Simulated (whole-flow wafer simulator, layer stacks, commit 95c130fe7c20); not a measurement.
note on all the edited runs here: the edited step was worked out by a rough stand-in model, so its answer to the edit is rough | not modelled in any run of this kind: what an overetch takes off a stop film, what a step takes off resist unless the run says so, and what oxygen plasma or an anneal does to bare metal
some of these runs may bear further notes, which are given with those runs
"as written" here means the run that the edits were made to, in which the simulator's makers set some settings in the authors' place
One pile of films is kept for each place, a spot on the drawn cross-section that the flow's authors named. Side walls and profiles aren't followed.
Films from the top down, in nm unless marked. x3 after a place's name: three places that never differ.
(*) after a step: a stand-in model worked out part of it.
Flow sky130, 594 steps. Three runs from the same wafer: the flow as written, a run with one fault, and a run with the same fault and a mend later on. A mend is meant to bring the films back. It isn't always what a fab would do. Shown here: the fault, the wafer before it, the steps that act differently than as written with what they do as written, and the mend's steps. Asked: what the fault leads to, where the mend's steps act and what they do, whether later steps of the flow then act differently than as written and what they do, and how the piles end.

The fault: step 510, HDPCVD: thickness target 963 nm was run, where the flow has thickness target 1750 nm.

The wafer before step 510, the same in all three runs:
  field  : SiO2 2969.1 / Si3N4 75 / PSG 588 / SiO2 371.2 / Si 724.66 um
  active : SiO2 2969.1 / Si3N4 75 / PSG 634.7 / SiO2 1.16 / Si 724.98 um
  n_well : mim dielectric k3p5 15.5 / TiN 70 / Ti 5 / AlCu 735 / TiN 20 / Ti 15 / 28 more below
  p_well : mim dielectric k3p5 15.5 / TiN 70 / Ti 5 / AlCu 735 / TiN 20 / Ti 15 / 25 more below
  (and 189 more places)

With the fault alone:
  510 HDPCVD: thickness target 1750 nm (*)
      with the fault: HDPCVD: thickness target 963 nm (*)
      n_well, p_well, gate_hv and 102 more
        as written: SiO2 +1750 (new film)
        with the fault: SiO2 +963 (new film)
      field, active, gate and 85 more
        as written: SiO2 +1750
        with the fault: SiO2 +963
  Later steps of the flow that act differently than as written (22 more steps differ only slightly, by at most 2% or 0.5 nm, whichever is larger, and aren't shown):
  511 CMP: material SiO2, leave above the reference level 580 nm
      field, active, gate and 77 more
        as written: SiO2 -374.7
        with the fault: nothing
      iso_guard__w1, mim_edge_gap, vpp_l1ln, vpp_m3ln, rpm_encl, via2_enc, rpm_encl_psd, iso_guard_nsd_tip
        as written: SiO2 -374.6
        with the fault: nothing
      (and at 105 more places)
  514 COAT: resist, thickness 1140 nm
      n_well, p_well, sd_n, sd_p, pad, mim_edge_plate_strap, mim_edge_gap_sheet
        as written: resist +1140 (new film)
        with the fault: resist +730.2 (new film)
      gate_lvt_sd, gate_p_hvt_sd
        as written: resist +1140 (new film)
        with the fault: resist +1202.3 (new film)
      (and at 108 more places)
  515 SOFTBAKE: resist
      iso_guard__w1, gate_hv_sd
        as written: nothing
        with the fault: resist -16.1
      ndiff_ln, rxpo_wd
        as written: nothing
        with the fault: resist +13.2
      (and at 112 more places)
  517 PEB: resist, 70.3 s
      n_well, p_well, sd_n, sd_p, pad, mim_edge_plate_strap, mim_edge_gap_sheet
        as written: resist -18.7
        with the fault: resist -10.7
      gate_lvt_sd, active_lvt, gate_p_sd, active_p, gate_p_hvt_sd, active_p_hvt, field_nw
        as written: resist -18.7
        with the fault: resist -20
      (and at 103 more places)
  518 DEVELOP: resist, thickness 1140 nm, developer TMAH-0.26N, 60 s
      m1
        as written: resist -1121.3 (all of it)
        with the fault: resist -852.1 (all of it)
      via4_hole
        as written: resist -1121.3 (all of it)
        with the fault: resist -817.5 (all of it)
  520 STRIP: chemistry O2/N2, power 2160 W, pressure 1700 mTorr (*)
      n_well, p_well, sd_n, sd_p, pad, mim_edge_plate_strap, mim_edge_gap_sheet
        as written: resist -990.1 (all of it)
        with the fault: resist -588.2 (all of it)
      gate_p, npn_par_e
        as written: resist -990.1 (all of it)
        with the fault: resist -779.4 (all of it)
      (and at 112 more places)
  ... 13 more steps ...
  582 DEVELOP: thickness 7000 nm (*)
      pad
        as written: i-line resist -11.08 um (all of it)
        with the fault: i-line resist -11.1 um (all of it)
  At the end the piles differ from the flow's by more than 2% or 0.5 nm, whichever is larger, at field, active, gate and 87 more.
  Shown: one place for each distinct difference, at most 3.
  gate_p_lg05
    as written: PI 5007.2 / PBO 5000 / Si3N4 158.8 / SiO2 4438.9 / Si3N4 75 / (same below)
    with the fault: PI 5005.1 / PBO 5000 / Si3N4 158.8 / SiO2 125.2 / W 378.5 / TiN 20 / SiO2 3932.1 / Si3N4 75 / (same below)
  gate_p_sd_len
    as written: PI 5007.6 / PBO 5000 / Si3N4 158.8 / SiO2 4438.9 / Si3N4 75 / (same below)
    with the fault: PI 5005.1 / PBO 5000 / Si3N4 158.8 / SiO2 125.2 / W 378.5 / TiN 20 / SiO2 3932.1 / Si3N4 75 / (same below)
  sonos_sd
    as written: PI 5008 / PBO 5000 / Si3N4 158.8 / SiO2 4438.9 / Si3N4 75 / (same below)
    with the fault: PI 5001.8 / PBO 5000 / Si3N4 158.8 / SiO2 125.2 / W 378.5 / TiN 20 / SiO2 3932.1 / Si3N4 75 / (same below)

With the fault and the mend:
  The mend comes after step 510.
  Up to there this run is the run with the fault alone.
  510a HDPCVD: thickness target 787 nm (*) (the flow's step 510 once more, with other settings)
      field, active, n_well and 190 more
        SiO2 +787
  No later step of the flow acts differently than as written at any place that is followed.
  At the end the piles are the same as the flow's at every place that both follow.
